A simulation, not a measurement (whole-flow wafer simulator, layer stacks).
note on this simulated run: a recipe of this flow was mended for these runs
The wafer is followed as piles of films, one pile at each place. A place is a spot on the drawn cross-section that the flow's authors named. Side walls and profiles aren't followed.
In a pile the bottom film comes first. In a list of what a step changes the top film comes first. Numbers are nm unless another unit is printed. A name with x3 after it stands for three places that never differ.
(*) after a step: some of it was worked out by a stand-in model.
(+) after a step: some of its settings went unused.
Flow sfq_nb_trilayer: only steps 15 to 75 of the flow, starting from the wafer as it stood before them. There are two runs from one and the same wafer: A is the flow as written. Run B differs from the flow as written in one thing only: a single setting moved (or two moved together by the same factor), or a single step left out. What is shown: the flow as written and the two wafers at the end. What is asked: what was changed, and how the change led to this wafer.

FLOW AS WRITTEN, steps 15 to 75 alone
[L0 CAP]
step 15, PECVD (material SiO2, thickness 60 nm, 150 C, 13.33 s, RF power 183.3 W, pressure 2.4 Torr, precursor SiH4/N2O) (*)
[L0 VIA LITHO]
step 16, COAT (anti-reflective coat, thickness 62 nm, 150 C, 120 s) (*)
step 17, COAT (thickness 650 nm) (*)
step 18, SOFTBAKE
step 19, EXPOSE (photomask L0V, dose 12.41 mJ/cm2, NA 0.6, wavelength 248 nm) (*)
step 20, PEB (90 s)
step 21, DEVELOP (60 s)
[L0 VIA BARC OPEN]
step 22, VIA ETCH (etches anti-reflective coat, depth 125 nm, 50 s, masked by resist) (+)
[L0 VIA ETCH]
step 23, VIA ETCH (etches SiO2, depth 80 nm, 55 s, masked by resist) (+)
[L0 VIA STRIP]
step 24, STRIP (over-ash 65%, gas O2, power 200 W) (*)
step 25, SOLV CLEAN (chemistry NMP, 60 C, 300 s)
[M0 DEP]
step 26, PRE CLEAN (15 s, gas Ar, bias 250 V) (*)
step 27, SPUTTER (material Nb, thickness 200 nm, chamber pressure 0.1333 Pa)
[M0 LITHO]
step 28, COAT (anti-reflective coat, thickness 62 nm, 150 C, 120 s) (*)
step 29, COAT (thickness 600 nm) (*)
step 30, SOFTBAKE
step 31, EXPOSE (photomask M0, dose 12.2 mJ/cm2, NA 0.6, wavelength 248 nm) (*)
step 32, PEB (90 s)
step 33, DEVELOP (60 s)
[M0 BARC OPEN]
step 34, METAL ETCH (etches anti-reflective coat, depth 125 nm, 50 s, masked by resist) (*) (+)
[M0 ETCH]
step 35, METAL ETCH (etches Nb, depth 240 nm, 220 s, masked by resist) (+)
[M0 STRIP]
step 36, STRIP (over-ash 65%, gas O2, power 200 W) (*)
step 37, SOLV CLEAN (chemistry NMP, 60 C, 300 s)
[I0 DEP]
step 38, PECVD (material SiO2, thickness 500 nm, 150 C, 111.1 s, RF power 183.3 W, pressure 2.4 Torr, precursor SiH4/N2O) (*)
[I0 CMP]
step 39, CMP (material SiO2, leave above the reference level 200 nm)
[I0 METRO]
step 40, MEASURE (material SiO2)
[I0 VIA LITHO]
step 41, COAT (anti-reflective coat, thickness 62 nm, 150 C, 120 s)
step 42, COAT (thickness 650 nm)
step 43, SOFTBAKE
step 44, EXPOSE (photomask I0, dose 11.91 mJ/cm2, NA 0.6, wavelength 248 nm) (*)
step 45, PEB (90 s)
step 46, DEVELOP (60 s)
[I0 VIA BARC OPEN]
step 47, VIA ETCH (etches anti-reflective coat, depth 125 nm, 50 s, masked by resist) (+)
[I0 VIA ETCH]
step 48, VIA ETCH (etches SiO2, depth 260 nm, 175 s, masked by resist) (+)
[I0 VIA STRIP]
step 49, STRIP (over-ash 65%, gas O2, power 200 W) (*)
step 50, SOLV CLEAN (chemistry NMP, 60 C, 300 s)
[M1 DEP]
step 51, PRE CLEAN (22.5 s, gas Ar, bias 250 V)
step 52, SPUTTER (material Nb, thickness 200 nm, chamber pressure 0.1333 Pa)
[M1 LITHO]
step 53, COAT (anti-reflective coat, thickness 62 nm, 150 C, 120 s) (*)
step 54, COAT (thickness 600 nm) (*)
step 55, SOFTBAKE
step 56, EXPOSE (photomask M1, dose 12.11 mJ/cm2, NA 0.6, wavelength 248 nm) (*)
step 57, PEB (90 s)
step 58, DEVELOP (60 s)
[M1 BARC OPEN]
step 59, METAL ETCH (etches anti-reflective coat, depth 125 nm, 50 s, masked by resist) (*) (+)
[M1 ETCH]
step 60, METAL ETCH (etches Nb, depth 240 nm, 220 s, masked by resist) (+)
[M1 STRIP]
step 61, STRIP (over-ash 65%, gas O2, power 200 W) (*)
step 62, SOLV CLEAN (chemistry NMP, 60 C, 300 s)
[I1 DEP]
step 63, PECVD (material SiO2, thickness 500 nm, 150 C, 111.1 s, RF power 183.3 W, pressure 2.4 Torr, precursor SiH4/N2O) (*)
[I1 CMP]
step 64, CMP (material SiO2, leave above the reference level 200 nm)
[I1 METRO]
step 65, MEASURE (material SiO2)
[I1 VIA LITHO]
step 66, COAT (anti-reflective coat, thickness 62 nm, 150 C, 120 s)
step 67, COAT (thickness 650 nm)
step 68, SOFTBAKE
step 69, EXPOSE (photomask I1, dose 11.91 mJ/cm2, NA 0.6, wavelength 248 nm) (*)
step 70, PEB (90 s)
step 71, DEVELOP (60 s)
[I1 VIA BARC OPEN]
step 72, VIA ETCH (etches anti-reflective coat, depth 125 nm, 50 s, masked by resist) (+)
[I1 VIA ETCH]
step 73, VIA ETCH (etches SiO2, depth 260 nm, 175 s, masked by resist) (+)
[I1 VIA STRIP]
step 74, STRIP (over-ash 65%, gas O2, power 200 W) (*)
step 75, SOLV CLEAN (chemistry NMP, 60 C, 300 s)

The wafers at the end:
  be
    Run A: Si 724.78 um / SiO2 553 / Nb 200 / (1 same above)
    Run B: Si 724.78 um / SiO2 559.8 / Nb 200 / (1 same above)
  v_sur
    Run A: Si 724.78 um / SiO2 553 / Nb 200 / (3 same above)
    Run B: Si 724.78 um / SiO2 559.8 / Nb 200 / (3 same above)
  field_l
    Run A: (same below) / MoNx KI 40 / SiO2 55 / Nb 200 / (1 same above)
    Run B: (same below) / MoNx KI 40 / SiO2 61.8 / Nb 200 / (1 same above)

What caused this: step 15, PECVD: pressure 0.96 Torr was run, whereas the flow has pressure 2.4 Torr.

Step by step, how the change led to this:
  step 15, PECVD (material SiO2, thickness 60 nm, 150 C, 13.33 s, RF power 183.3 W, pressure 2.4 Torr, precursor SiH4/N2O) (*)
      v_sur, via_wl, via_w and 97 more: A SiO2 gains 60 | B SiO2 gains 66.8
      field_l, l0_sur, l0v, l0r_line_l, l0r_line_c, l0r_line_r: A SiO2 gains 60 (new film) | B SiO2 gains 66.8 (new film)
  step 23, VIA ETCH (etches SiO2, depth 80 nm, 55 s, masked by resist) (+)
      l0v: A SiO2 loses 59.7 (all of it), MoNx KI loses 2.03 | B SiO2 loses 66.5 (all of it), MoNx KI loses 1.35
  step 28, COAT (anti-reflective coat, thickness 62 nm, 150 C, 120 s) (*)
      l0_sur: A anti-reflective coat gains 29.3 (new film) | B anti-reflective coat gains 27.1 (new film)
      l0v: A anti-reflective coat gains 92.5 (new film) | B anti-reflective coat gains 94.8 (new film)
  step 36, STRIP (over-ash 65%, gas O2, power 200 W) (*)
      l0_sur: A KrF-resist-other-grade loses 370 (all of it), anti-reflective coat loses 29.3 (all of it) | B KrF-resist-other-grade loses 371 (all of it), anti-reflective coat loses 27.1 (all of it)
      l0v: A KrF-resist-other-grade loses 374.1 (all of it), anti-reflective coat loses 92.5 (all of it) | B KrF-resist-other-grade loses 377.6 (all of it), anti-reflective coat loses 94.8 (all of it)
  step 39, CMP (material SiO2, leave above the reference level 200 nm)
      l0v: A SiO2 loses 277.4 | B SiO2 loses 270.2
